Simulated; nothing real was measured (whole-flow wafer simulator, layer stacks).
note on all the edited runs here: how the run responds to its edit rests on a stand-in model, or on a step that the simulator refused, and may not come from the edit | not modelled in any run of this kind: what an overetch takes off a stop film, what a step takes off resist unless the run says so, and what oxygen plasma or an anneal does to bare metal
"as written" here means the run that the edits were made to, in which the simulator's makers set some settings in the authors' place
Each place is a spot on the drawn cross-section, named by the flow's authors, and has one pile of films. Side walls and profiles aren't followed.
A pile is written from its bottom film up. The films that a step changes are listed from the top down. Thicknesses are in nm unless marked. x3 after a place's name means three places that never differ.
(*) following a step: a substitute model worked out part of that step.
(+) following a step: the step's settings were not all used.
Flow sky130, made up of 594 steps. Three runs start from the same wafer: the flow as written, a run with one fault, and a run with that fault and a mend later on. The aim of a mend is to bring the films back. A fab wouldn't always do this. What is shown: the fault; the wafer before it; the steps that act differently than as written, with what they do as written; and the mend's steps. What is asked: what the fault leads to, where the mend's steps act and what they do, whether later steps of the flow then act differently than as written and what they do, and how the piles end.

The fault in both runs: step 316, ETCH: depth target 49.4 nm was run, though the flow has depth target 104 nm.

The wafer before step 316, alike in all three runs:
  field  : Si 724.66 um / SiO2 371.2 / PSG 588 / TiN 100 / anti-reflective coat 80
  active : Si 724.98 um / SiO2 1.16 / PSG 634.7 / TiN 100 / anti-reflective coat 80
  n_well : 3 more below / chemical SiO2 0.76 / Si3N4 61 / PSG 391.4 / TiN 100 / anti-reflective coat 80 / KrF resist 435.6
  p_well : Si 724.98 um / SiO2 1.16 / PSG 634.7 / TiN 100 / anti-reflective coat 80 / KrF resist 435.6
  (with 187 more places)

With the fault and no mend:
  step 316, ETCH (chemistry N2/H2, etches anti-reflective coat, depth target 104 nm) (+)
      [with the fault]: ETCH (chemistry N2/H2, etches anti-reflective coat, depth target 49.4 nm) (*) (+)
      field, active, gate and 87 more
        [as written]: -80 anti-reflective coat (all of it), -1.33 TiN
        [with the fault]: -49.4 anti-reflective coat
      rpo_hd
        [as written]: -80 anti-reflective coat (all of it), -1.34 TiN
        [with the fault]: -49.4 anti-reflective coat
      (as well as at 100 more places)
  Later steps of the flow acting differently than as written (11 other steps are not shown; they differ only slightly, by no more than 2% or 0.5 nm, whichever is larger):
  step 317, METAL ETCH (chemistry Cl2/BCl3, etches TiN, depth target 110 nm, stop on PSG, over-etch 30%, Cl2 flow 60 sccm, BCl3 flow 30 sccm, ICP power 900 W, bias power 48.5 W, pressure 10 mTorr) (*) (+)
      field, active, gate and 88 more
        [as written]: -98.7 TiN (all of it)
        [with the fault]: -30.6 anti-reflective coat (all of it), -79.4 TiN
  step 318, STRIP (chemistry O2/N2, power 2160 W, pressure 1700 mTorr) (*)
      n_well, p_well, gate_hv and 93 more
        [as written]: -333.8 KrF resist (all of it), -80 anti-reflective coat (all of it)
        [with the fault]: -364.2 KrF resist (all of it), -80 anti-reflective coat (all of it)
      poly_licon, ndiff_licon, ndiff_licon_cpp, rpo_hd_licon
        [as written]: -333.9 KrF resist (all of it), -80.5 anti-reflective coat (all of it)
        [with the fault]: -364.2 KrF resist (all of it), -80.5 anti-reflective coat (all of it)
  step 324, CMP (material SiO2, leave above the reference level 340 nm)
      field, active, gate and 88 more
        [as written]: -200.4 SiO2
        [with the fault]: -220.6 SiO2
  By the end, the piles at field, active, gate and 90 more depart from the flow's by more than 2% or 0.5 nm, whichever is larger.
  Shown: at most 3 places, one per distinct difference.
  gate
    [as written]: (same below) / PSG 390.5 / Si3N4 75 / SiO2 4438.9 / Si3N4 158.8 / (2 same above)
    [with the fault]: (same below) / PSG 390.5 / TiN 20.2 / Si3N4 75 / SiO2 4418.7 / Si3N4 158.8 / (2 same above)
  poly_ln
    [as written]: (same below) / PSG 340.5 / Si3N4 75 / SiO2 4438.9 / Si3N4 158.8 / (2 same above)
    [with the fault]: (same below) / PSG 340.5 / TiN 20.2 / Si3N4 75 / SiO2 4418.7 / Si3N4 158.8 / (2 same above)
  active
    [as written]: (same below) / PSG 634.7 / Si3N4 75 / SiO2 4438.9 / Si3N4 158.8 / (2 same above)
    [with the fault]: (same below) / PSG 634.7 / TiN 20.2 / Si3N4 75 / SiO2 4418.7 / Si3N4 158.8 / (2 same above)

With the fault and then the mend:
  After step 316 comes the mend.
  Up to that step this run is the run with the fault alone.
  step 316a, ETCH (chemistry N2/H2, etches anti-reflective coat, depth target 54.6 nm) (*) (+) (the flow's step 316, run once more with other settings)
      n_well, p_well, gate_hv and 97 more
        -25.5 KrF resist
      field, active, gate and 88 more
        -30.6 anti-reflective coat (all of it), -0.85 TiN
  Every later step of the flow that is run acts as written, at every place that is followed, to within 2% or 0.5 nm, whichever is larger.
  The piles end the same as the flow's at every place that both follow.
